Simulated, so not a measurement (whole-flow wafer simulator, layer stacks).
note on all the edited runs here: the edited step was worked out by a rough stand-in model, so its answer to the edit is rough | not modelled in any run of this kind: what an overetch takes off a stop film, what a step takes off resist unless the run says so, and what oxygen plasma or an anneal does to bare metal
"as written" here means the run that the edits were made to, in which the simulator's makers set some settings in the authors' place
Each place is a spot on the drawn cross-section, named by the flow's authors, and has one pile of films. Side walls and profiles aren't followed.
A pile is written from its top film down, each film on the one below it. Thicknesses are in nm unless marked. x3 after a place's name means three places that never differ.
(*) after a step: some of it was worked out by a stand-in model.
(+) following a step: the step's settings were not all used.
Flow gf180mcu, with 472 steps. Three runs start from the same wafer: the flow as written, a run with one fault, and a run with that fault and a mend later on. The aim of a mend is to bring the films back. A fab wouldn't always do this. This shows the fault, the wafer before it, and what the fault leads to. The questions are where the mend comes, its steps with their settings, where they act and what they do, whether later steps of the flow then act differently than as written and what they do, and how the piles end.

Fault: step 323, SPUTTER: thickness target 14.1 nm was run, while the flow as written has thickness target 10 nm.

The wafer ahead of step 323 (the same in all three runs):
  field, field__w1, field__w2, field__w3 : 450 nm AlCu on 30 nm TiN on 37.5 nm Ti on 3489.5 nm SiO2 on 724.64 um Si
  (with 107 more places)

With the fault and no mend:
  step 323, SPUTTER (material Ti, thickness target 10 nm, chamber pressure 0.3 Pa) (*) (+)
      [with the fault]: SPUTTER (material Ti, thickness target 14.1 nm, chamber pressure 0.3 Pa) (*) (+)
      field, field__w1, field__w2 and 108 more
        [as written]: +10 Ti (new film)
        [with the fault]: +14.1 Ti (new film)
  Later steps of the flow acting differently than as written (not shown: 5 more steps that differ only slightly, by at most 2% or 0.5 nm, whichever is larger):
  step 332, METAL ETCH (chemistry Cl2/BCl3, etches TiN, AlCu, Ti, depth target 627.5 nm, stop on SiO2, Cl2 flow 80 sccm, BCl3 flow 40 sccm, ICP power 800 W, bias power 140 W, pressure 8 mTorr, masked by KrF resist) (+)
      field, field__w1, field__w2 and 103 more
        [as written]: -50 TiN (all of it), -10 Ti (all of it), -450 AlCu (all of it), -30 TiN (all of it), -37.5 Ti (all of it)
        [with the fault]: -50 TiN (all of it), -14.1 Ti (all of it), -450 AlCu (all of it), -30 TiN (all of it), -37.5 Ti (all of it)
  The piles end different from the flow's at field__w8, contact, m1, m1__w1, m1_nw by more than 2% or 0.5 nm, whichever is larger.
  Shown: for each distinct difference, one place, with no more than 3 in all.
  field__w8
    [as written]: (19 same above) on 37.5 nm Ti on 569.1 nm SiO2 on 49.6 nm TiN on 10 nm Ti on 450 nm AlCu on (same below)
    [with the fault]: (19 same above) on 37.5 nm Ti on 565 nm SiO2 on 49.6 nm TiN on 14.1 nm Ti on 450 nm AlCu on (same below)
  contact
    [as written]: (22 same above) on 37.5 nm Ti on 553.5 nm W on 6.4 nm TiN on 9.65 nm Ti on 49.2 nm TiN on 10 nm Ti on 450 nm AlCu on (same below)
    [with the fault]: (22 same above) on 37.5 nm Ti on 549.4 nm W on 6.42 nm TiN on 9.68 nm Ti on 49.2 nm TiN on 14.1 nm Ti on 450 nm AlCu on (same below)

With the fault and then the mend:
  The mend follows step 323.
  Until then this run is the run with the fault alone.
  step 323a, METAL ETCH (chemistry Cl2/BCl3, etches TiN, AlCu, Ti, depth target 4.1 nm, Cl2 flow 80 sccm, BCl3 flow 40 sccm, ICP power 800 W, bias power 140 W, pressure 8 mTorr) (the flow's step 260, run once more with other settings)
      field, field__w1, field__w2 and 108 more
        -4.1 Ti
  Later steps of the flow that are run all act as written at every place that is followed.
  The piles end the same as the flow's at every place that both follow.
